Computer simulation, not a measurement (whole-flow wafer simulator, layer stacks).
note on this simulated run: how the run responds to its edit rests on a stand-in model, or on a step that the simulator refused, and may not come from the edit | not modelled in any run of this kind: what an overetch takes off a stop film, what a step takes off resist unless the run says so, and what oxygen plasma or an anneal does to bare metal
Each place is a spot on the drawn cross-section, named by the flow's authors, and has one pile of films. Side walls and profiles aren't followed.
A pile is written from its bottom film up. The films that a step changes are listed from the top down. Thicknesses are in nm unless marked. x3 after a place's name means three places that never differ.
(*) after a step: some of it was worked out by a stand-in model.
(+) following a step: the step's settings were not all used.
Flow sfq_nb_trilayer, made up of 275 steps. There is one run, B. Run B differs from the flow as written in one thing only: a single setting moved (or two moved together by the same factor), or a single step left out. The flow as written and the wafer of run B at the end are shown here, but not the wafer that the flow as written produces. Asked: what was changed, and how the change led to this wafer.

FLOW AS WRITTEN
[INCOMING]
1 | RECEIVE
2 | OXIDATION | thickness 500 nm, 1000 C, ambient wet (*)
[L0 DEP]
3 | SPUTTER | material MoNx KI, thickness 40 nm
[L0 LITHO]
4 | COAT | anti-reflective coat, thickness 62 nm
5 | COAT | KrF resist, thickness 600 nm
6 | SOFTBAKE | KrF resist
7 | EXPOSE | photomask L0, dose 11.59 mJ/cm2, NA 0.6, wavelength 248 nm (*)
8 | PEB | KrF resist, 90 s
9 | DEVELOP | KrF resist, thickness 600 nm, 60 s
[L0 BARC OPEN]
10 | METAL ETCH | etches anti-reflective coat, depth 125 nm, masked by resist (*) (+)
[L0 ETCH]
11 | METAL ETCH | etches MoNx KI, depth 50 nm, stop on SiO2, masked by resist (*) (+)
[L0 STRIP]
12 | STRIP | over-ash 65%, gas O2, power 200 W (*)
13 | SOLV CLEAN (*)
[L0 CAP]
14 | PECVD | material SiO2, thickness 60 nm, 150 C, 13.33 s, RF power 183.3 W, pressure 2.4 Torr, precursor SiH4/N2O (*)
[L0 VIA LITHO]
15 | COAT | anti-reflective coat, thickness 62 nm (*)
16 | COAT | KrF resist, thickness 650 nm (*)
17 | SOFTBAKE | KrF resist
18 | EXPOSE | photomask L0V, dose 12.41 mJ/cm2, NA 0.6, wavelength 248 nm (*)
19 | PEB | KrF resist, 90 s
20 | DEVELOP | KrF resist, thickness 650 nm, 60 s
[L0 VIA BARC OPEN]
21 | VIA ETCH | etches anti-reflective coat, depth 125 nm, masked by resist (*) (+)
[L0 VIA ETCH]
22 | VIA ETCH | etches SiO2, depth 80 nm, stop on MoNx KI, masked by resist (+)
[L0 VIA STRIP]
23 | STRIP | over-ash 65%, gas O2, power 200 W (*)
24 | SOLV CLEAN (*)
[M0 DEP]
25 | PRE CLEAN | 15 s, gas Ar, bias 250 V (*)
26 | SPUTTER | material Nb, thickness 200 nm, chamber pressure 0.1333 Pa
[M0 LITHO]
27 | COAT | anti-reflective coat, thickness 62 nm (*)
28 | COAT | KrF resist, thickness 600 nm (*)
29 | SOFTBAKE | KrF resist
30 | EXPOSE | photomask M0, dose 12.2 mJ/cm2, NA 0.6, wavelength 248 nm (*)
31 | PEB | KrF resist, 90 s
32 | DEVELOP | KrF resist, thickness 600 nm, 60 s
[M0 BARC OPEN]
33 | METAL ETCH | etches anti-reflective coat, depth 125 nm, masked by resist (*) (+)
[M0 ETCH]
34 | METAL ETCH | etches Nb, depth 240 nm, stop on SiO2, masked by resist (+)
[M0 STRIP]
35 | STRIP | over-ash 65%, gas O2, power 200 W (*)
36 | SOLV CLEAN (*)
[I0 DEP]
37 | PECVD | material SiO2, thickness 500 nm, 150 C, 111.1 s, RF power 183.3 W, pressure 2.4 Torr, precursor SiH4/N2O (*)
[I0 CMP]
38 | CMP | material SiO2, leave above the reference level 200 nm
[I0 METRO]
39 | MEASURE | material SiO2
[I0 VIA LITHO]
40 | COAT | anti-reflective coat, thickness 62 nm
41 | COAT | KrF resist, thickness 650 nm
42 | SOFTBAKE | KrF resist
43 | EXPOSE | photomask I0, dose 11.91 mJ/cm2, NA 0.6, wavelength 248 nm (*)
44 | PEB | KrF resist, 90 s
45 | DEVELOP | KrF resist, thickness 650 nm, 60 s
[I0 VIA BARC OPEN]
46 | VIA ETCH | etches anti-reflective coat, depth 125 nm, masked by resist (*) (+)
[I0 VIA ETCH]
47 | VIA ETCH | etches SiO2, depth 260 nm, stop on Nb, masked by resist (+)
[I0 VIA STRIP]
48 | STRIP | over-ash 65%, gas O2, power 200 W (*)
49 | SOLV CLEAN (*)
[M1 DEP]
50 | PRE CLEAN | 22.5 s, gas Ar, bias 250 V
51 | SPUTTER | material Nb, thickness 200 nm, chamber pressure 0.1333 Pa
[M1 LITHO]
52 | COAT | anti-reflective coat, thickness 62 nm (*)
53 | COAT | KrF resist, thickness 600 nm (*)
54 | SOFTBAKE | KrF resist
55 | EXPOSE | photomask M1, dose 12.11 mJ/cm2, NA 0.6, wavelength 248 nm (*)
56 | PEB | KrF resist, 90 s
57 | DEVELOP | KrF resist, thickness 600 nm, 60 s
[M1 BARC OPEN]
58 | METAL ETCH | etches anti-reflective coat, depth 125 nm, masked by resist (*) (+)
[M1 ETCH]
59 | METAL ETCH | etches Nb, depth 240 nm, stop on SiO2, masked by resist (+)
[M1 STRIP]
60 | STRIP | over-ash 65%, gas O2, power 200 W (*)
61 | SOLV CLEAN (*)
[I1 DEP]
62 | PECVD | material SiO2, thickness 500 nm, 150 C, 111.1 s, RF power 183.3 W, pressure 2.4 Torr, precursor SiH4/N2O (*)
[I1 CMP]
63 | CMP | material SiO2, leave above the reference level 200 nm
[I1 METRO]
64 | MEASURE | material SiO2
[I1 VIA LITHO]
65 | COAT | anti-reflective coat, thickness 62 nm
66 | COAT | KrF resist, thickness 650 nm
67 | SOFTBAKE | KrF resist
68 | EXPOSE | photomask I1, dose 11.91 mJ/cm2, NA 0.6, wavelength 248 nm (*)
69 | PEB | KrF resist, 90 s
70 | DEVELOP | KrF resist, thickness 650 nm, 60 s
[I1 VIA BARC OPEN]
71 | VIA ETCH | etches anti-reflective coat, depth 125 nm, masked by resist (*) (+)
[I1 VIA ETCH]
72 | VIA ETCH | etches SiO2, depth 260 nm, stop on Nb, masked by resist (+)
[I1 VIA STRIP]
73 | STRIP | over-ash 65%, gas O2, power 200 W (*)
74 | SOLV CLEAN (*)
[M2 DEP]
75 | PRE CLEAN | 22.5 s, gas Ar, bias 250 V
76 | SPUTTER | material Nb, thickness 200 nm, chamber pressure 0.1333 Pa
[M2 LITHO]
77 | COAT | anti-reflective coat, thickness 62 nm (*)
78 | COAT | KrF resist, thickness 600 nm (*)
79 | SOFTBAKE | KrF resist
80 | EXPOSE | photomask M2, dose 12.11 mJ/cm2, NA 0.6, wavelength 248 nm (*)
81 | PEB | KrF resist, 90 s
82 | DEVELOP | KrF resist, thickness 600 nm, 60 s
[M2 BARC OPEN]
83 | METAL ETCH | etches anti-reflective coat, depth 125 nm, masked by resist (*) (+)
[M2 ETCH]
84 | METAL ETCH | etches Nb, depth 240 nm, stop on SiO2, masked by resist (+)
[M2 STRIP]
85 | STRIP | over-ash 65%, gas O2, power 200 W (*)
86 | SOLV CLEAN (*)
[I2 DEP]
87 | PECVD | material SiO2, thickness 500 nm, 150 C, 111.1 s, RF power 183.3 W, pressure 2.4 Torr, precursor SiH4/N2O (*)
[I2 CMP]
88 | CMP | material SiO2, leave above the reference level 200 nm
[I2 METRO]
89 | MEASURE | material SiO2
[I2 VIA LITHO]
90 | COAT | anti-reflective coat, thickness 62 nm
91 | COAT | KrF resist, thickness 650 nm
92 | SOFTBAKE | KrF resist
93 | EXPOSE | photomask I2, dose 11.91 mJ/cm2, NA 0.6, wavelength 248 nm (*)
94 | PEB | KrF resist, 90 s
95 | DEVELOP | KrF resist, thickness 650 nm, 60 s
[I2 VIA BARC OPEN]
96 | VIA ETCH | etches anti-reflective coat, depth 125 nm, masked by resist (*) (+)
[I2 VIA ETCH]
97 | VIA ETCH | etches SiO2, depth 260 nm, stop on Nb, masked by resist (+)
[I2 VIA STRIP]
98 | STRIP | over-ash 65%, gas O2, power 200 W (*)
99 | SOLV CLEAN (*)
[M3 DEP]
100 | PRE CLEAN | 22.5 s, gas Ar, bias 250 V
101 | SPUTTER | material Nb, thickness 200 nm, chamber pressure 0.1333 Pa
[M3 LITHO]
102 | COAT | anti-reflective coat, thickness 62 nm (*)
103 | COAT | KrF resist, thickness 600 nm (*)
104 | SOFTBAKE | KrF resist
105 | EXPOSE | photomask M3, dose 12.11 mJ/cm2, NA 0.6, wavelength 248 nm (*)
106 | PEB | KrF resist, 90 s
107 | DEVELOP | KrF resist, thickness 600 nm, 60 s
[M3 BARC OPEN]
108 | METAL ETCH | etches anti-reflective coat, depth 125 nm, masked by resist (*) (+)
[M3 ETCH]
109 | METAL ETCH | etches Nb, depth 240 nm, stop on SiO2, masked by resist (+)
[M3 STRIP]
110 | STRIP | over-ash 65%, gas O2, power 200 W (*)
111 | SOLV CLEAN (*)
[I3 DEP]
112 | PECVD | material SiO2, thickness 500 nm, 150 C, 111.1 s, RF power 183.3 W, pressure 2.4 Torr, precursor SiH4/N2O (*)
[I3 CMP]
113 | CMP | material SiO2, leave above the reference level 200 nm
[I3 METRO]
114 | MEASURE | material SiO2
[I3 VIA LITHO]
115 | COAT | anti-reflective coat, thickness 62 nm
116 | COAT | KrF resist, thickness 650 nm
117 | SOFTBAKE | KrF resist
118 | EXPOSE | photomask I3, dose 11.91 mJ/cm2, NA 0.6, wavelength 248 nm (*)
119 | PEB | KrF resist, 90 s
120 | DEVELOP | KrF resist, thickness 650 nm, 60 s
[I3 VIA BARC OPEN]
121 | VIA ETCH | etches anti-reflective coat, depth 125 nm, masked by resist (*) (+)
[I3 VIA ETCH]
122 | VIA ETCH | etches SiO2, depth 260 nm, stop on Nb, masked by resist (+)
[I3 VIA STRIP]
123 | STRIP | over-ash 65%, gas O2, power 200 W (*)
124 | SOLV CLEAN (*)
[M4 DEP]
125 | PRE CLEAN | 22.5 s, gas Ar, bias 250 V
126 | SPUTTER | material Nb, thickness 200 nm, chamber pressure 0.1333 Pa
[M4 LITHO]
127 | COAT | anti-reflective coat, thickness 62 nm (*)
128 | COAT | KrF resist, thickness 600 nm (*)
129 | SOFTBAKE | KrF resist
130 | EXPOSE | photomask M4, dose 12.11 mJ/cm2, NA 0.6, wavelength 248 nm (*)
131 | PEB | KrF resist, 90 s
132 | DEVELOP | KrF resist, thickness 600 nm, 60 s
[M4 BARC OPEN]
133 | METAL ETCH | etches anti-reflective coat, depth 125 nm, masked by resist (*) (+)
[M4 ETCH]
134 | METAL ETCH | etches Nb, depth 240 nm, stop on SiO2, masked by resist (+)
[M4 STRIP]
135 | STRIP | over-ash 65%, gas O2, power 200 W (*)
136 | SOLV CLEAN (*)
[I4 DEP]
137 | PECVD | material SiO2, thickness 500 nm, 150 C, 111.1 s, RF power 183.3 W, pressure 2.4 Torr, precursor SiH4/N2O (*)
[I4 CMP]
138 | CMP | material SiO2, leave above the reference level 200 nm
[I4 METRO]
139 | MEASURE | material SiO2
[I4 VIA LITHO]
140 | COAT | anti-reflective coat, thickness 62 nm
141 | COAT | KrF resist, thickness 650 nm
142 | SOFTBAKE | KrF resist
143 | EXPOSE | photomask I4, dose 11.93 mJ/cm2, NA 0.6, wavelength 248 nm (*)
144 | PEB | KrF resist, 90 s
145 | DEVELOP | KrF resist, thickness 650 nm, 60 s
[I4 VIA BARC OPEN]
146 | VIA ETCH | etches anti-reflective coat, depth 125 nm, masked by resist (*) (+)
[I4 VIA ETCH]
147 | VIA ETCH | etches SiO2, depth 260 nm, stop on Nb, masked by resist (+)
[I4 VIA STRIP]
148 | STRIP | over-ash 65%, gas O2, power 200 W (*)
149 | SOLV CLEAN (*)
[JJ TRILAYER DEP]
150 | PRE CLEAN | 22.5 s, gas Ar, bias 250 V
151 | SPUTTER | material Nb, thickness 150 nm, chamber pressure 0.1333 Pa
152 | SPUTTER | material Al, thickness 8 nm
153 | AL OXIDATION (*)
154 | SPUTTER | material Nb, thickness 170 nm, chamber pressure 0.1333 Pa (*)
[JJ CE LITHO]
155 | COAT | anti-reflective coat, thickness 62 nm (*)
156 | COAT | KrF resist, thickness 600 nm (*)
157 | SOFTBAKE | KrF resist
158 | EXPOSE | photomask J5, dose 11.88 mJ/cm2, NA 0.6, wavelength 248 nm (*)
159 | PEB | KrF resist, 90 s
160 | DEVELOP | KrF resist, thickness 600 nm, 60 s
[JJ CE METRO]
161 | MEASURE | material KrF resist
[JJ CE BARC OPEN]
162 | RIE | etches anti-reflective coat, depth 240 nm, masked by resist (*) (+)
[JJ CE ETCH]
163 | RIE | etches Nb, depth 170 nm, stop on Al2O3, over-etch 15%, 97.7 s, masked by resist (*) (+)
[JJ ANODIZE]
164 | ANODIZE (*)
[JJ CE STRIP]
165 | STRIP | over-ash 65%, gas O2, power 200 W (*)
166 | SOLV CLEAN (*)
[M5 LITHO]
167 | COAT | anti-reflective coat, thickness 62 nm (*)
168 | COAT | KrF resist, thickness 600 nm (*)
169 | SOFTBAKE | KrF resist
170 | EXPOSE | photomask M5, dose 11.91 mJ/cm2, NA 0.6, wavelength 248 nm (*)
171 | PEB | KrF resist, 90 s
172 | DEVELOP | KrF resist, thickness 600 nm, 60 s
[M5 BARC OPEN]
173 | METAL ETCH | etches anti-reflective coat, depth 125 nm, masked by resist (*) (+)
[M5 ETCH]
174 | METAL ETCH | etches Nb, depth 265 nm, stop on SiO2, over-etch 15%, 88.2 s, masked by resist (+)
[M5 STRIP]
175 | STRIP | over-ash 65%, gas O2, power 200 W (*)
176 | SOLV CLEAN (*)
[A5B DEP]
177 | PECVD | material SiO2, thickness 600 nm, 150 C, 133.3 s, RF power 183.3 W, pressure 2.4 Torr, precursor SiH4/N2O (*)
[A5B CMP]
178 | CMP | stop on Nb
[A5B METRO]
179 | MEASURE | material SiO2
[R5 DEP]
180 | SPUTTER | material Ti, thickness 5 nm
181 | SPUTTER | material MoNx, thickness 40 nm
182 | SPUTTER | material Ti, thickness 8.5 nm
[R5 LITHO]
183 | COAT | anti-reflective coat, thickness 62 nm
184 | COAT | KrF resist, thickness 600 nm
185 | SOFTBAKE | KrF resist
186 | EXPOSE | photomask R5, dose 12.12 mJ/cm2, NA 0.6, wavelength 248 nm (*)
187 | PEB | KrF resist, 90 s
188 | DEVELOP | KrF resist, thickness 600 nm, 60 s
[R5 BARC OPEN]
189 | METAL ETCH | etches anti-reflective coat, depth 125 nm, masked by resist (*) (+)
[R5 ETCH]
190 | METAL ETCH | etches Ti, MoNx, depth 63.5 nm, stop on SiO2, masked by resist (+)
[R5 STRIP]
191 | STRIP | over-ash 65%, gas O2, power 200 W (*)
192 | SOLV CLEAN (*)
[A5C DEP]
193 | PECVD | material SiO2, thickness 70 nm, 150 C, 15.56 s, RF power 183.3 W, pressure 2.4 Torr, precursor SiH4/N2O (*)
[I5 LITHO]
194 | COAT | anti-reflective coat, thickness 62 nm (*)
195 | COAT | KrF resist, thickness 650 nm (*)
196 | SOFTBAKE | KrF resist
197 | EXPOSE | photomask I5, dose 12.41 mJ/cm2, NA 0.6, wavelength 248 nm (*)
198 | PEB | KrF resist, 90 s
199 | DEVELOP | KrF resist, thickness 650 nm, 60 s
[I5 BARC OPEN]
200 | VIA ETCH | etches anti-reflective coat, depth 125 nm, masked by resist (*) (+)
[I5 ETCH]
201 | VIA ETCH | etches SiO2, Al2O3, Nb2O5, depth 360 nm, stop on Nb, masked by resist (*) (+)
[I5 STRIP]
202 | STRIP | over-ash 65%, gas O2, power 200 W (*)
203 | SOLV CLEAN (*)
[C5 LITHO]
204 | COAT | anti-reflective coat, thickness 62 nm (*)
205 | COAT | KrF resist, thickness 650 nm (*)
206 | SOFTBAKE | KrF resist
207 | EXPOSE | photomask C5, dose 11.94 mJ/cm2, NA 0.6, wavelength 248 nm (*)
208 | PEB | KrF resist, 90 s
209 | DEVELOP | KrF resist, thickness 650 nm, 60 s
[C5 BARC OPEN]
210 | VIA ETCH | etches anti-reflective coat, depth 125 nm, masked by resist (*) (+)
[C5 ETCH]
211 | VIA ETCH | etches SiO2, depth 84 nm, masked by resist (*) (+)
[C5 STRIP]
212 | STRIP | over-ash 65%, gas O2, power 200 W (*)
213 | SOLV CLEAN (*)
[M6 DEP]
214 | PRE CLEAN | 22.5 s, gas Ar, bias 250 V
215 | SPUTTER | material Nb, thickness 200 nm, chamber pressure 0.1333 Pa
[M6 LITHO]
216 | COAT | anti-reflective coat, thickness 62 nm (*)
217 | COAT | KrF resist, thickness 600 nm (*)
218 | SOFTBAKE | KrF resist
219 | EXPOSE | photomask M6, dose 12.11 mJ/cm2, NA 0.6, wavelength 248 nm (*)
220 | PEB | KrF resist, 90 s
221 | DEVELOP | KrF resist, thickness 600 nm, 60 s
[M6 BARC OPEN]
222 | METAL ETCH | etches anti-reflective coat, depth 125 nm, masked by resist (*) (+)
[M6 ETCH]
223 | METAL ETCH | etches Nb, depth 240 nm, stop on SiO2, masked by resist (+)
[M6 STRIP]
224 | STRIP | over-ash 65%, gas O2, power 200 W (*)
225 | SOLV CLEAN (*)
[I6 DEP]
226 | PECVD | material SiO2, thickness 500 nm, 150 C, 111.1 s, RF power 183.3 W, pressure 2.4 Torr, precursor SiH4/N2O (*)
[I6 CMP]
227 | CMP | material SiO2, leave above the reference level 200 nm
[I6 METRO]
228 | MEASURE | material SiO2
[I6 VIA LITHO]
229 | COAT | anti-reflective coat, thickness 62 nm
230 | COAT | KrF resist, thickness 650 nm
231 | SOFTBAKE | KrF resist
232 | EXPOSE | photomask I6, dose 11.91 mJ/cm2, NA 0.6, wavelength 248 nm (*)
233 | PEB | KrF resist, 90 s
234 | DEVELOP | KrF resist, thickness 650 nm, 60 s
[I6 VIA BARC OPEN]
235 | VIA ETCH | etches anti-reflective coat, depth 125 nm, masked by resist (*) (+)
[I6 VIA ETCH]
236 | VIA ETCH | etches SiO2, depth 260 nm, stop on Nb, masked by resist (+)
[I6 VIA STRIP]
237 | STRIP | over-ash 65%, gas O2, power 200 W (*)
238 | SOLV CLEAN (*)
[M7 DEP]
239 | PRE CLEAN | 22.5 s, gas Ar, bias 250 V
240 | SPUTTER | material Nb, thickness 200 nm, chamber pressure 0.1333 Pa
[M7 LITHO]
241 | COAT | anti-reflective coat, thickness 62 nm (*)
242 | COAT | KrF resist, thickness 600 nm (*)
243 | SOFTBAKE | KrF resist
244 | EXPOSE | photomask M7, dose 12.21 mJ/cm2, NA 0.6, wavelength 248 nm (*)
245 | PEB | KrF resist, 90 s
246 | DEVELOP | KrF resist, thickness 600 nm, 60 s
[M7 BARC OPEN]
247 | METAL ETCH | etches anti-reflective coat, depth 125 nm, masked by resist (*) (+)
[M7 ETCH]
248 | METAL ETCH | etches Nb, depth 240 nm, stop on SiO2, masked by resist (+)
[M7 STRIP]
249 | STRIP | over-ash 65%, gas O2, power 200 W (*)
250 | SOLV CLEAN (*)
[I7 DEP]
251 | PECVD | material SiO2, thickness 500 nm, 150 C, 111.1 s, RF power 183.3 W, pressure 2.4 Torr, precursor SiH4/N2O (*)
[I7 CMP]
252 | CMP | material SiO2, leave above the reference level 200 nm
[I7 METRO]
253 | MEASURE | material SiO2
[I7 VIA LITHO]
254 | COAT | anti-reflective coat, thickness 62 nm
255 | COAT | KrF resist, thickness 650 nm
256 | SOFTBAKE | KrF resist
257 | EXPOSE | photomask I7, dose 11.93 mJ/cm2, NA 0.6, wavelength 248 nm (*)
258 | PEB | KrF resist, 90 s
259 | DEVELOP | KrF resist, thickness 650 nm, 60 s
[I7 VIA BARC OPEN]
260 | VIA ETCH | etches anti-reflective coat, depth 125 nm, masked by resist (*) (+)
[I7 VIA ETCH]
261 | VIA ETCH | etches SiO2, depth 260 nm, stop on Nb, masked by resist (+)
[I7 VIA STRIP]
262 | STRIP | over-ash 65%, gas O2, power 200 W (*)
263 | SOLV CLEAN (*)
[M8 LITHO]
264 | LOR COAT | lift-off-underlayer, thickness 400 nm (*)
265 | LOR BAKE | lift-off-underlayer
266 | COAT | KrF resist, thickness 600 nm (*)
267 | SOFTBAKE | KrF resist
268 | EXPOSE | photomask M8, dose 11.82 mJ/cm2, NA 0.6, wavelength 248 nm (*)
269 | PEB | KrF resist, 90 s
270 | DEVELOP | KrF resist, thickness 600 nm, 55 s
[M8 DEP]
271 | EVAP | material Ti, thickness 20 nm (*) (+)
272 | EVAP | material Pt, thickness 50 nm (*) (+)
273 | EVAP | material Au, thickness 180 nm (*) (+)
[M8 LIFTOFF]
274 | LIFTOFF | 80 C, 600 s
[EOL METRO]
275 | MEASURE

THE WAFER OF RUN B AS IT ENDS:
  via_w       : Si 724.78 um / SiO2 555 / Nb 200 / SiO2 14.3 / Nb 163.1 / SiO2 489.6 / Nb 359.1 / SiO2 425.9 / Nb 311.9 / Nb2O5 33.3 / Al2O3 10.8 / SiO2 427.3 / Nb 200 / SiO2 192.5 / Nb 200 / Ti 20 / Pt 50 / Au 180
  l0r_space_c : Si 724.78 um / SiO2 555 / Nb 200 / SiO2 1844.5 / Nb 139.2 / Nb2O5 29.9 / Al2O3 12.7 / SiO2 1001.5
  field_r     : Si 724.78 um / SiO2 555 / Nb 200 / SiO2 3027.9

The reason: step 38, CMP: leave above the reference level 282 nm was run, while the flow as written has leave above the reference level 200 nm.

The path from the change to this, step by step:
  38 | CMP | material SiO2, leave above the reference level 200 nm
      v_sur, via_wl, via_w and 94 more: SiO2 loses 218 (as written it would have been: SiO2 loses 300)
      field_l, l0_sur, l0r_line_l, l0r_line_c, l0r_line_r: SiO2 loses 258 (as written it would have been: SiO2 loses 340)
      (and at 4 other places as well)
  47 | VIA ETCH | etches SiO2, depth 260 nm, stop on Nb, masked by resist (+)
      via_w: SiO2 loses 260 (as written it would have been: SiO2 loses 199.8 (all of it))
  50 | PRE CLEAN | 22.5 s, gas Ar, bias 250 V
      via_w: SiO2 loses 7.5 (as written it would have been: Nb loses 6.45)
  51 | SPUTTER | material Nb, thickness 200 nm, chamber pressure 0.1333 Pa
      via_w: Nb gains 163.1 (new film) (as written it would have been: Nb gains 174.5)
  52 | COAT | anti-reflective coat, thickness 62 nm (*)
      via_w: anti-reflective coat gains 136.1 (new film) (as written it would have been: anti-reflective coat gains 123.1 (new film))
      via_wr: anti-reflective coat gains 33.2 (new film) (as written it would have been: anti-reflective coat gains 34.9 (new film))
  53 | COAT | KrF resist, thickness 600 nm (*)
      via_w: KrF resist gains 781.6 (new film) (as written it would have been: KrF resist gains 731.8 (new film))
  60 | STRIP | over-ash 65%, gas O2, power 200 W (*)
      via_w: KrF resist loses 563.6 (all of it), anti-reflective coat loses 136.1 (all of it) (as written it would have been: KrF resist loses 513.8 (all of it), anti-reflective coat loses 123.1 (all of it))
      via_wr: KrF resist loses 378.6 (all of it), anti-reflective coat loses 33.2 (all of it) (as written it would have been: KrF resist loses 384.4 (all of it), anti-reflective coat loses 34.9 (all of it))
  62 | PECVD | material SiO2, thickness 500 nm, 150 C, 111.1 s, RF power 183.3 W, pressure 2.4 Torr, precursor SiH4/N2O (*)
      via_w: SiO2 gains 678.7 (new film) (as written it would have been: SiO2 gains 606 (new film))
Taking metal films that touch as one body, via_w has 6 bodies (between them, from the top down: SiO2 192.5; SiO2 427.3 / Al2O3 10.8 / Nb2O5 33.3; SiO2 425.9; SiO2 489.6; SiO2 14.3); the flow as written gives 5 bodies (between them, from the top down: SiO2 192.5; SiO2 427.3 / Al2O3 10.8 / Nb2O5 33.3; SiO2 425.9; SiO2 416.9).
